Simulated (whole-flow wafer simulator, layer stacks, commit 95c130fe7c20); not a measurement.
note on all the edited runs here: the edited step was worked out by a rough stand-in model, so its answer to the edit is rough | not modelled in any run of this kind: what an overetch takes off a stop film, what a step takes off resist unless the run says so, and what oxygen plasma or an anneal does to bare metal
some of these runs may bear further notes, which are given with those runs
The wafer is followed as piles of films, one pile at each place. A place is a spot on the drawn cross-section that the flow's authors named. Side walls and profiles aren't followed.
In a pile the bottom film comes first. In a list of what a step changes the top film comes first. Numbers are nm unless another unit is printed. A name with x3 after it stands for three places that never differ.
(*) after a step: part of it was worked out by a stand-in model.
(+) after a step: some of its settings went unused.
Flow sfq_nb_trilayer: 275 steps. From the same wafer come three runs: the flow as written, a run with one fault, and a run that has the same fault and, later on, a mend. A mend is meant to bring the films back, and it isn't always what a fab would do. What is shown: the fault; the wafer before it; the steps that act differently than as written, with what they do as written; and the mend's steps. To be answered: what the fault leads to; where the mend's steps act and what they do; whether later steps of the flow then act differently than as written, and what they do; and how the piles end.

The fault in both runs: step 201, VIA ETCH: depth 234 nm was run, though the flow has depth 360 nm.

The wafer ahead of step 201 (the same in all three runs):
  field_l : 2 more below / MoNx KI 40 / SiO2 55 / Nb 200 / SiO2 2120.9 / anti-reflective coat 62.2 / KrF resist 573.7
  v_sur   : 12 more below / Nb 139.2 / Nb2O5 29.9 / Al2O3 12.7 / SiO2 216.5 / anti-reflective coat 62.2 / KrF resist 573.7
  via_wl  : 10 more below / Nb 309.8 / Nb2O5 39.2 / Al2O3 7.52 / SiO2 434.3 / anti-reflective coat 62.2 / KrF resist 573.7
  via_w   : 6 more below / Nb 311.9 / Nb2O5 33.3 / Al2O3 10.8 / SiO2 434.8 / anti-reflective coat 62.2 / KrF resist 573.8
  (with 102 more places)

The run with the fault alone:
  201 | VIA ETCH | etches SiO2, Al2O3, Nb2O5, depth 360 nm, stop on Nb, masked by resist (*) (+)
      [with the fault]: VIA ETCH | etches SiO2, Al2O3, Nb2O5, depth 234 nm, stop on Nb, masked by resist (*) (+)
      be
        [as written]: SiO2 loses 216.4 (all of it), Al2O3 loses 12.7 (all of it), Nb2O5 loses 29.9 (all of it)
        [with the fault]: SiO2 loses 216.4 (all of it), Al2O3 loses 12.7 (all of it), Nb2O5 loses 4.95
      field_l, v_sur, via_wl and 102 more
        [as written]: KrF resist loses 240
        [with the fault]: KrF resist loses 156
  Later steps of the flow acting differently than as written (not shown: 6 more steps that differ only slightly, by at most 2% or 0.5 nm, whichever is larger):
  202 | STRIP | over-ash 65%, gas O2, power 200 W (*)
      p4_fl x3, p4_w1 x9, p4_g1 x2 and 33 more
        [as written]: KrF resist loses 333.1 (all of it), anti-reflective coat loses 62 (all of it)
        [with the fault]: KrF resist loses 417.1 (all of it), anti-reflective coat loses 62 (all of it)
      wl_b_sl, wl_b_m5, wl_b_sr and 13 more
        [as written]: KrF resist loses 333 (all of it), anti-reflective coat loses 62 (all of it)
        [with the fault]: KrF resist loses 417 (all of it), anti-reflective coat loses 62 (all of it)
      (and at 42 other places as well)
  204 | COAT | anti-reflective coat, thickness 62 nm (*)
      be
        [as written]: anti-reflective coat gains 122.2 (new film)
        [with the fault]: anti-reflective coat gains 118.5 (new film)
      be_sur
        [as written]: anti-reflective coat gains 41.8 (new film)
        [with the fault]: anti-reflective coat gains 42.7 (new film)
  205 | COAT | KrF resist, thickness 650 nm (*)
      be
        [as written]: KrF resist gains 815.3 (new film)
        [with the fault]: KrF resist gains 797.5 (new film)
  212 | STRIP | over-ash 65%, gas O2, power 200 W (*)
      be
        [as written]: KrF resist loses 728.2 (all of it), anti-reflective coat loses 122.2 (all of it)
        [with the fault]: KrF resist loses 710.3 (all of it), anti-reflective coat loses 118.5 (all of it)
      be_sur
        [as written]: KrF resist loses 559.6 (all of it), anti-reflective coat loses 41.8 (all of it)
        [with the fault]: KrF resist loses 561.1 (all of it), anti-reflective coat loses 42.7 (all of it)
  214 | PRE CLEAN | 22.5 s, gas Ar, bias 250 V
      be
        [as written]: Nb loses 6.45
        [with the fault]: Nb2O5 loses 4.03
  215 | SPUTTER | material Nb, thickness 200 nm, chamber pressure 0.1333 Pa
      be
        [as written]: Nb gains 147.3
        [with the fault]: Nb gains 153.6 (new film)
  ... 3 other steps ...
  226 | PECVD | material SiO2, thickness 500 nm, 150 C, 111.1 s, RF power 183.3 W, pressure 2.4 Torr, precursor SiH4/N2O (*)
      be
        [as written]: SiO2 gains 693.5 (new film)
        [with the fault]: SiO2 gains 659.8 (new film)
  By the end, the piles at be depart from the flow's by more than 2% or 0.5 nm, whichever is larger.
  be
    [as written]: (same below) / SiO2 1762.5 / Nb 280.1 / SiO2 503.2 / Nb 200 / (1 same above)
    [with the fault]: (same below) / SiO2 1762.5 / Nb 139.2 / Nb2O5 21 / Nb 153.6 / SiO2 469.6 / Nb 200 / (1 same above)

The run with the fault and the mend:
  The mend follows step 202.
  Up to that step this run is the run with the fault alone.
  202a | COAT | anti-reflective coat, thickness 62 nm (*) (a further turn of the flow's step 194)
      lsp_r, l0_sur, l0v and 64 more
        anti-reflective coat gains 62 (new film)
      wl_a_sl, wl_a_m6, wl_a_sr, wl_g_sr
        anti-reflective coat gains 61.9 (new film)
      v_sur, via_wl
        anti-reflective coat gains 61.7 (new film)
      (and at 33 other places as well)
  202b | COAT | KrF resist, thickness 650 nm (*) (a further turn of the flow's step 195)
      p4_fl x3, p4_w1 x9, p4_g1 x2 and 33 more
        KrF resist gains 650 (new film)
      wl_b_m5, wl_b_sr, wl_c_sl and 12 more
        KrF resist gains 649.9 (new film)
      r5r_line_l, r5r_line_c, r5r_line_r
        KrF resist gains 634.3 (new film)
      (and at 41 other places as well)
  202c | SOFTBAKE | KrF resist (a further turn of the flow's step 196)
      leaves every film unchanged at each place that is followed
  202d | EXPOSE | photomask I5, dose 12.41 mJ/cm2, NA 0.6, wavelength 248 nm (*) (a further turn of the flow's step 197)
      leaves every film unchanged at each place that is followed
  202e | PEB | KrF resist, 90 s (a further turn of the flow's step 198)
      field_l, v_sur, via_wl and 81 more
        KrF resist loses 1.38
      via_w, via_wr, via_sp, be_sur
        KrF resist loses 1.37
      ce_l, moat, field_r, wl_jj
        KrF resist loses 1.39
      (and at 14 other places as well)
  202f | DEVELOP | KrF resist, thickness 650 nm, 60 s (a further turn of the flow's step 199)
      field_l, v_sur, via_wl and 102 more
        KrF resist loses 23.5
      be
        KrF resist loses 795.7 (all of it)
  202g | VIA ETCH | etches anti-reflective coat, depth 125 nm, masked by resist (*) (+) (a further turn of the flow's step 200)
      field_l, v_sur, via_wl and 102 more
        KrF resist loses 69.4
      be
        anti-reflective coat loses 118.5 (all of it)
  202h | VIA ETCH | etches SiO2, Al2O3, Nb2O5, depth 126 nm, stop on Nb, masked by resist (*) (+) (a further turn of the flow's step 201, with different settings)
      field_l, v_sur, via_wl and 102 more
        KrF resist loses 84
      be
        Nb2O5 loses 25 (all of it)
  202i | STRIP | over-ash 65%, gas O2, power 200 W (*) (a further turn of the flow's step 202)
      p4_fl x3, p4_w1 x9, p4_g1 x2 and 33 more
        KrF resist loses 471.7 (all of it), anti-reflective coat loses 62 (all of it)
      wl_b_sl, wl_b_m5, wl_b_sr and 7 more
        KrF resist loses 471.5 (all of it), anti-reflective coat loses 62 (all of it)
      wl_c_sr, wl_d_sl, wl_d_m1, wl_d_sr, wl_e_sl, wl_e_m5, wl_e_sr
        KrF resist loses 471.6 (all of it), anti-reflective coat loses 62 (all of it)
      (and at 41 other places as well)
  None of the later steps of the flow acts differently than as written at any place that is followed.
  The piles end the same as the flow's at every place that both follow.
